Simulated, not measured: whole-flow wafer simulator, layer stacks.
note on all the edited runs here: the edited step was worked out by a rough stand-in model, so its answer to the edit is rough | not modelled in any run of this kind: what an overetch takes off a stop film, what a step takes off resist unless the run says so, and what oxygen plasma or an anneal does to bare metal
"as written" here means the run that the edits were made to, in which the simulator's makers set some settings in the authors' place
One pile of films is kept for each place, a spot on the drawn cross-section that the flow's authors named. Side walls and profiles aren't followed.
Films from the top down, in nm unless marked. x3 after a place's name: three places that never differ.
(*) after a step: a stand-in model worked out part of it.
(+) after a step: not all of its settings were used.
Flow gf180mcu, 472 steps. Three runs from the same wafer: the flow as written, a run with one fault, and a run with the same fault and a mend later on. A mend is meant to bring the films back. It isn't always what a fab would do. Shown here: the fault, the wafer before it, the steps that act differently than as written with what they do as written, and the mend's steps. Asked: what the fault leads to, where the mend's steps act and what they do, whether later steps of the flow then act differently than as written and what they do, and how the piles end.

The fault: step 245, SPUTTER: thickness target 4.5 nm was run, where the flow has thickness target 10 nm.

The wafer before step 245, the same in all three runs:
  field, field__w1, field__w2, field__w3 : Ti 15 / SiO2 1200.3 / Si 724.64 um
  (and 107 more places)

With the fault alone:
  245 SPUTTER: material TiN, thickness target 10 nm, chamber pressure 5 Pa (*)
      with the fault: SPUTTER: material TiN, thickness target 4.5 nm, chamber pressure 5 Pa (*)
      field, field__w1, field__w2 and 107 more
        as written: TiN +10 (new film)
        with the fault: TiN +4.5 (new film)
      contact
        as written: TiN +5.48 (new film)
        with the fault: TiN +2.47 (new film)
  Later steps of the flow that act differently than as written (1 more step differs only slightly, by at most 2% or 0.5 nm, whichever is larger, and isn't shown):
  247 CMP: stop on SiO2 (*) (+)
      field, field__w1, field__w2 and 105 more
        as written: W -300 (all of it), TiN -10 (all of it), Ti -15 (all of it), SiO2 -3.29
        with the fault: W -300 (all of it), TiN -4.5 (all of it), Ti -15 (all of it), SiO2 -3.24
  At the end the piles differ from the flow's by more than 2% or 0.5 nm, whichever is larger, at contact, polyc_n, polyc_p.
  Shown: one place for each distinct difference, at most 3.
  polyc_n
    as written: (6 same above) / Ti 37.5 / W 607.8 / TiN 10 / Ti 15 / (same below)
    with the fault: (6 same above) / Ti 37.5 / W 613.3 / TiN 4.5 / Ti 15 / (same below)
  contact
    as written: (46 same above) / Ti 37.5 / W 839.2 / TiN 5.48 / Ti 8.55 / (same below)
    with the fault: (46 same above) / Ti 37.5 / W 842.3 / TiN 2.47 / Ti 8.55 / (same below)

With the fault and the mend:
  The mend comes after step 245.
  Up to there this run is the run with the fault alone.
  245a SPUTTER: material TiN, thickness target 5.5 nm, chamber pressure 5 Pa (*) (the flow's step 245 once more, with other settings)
      field, field__w1, field__w2 and 107 more
        TiN +5.5
      contact
        TiN +3.01
  No later step of the flow acts differently than as written at any place that is followed.
  At the end the piles are the same as the flow's at every place that both follow.
